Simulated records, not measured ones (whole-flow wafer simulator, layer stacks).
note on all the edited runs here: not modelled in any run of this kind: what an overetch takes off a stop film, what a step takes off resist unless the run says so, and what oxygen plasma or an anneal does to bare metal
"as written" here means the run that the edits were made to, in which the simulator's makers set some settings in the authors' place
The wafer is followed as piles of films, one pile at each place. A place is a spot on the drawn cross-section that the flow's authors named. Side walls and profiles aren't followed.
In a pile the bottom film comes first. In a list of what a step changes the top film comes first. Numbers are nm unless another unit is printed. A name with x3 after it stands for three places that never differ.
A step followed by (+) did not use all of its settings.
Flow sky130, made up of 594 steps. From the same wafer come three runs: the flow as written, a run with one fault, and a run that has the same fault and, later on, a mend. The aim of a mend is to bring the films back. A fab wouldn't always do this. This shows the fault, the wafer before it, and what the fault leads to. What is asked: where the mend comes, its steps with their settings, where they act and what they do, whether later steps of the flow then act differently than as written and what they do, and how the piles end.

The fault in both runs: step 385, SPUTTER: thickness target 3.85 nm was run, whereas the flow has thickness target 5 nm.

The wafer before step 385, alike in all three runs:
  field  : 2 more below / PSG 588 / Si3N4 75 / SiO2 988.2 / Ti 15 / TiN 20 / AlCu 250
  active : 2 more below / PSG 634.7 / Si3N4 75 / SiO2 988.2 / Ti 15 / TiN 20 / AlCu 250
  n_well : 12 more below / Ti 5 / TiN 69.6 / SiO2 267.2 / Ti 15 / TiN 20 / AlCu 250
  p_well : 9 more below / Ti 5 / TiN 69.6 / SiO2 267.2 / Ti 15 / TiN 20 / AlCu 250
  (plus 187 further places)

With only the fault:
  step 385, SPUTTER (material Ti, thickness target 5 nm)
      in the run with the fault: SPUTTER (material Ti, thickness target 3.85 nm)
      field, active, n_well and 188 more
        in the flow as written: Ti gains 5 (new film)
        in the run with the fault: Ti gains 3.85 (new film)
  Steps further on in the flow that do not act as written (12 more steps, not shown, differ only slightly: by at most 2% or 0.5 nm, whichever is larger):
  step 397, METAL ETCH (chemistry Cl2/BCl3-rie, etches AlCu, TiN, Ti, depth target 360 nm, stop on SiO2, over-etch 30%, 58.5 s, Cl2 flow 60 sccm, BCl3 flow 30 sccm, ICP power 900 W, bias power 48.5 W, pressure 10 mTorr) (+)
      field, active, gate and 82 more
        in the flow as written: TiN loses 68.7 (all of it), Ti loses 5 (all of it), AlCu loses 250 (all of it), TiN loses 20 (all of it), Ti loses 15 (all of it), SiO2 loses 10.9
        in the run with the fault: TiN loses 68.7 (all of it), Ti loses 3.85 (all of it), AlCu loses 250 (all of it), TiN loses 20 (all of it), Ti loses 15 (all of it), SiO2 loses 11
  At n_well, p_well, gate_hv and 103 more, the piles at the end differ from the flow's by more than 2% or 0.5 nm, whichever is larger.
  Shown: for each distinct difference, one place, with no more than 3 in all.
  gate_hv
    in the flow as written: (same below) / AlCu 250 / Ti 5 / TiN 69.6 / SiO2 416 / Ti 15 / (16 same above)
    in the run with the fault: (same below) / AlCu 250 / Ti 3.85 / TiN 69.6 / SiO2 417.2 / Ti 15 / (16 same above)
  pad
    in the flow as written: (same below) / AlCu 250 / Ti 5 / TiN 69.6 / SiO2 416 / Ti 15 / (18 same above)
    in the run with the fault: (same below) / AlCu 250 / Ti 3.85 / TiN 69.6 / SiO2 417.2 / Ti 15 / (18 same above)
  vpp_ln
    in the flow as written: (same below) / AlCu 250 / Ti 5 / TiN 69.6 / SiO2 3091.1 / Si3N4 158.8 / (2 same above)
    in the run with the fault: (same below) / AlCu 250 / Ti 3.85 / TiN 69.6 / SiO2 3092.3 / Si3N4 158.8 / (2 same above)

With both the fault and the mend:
  The mend follows step 385.
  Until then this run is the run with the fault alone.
  step 385a, SPUTTER (material Ti, thickness target 1.15 nm) (the flow's step 385 again, with other settings)
      field, active, n_well and 188 more
        Ti gains 1.15
  None of the later steps of the flow acts differently than as written at any place that is followed.
  The piles end the same as the flow's at every place that both follow.
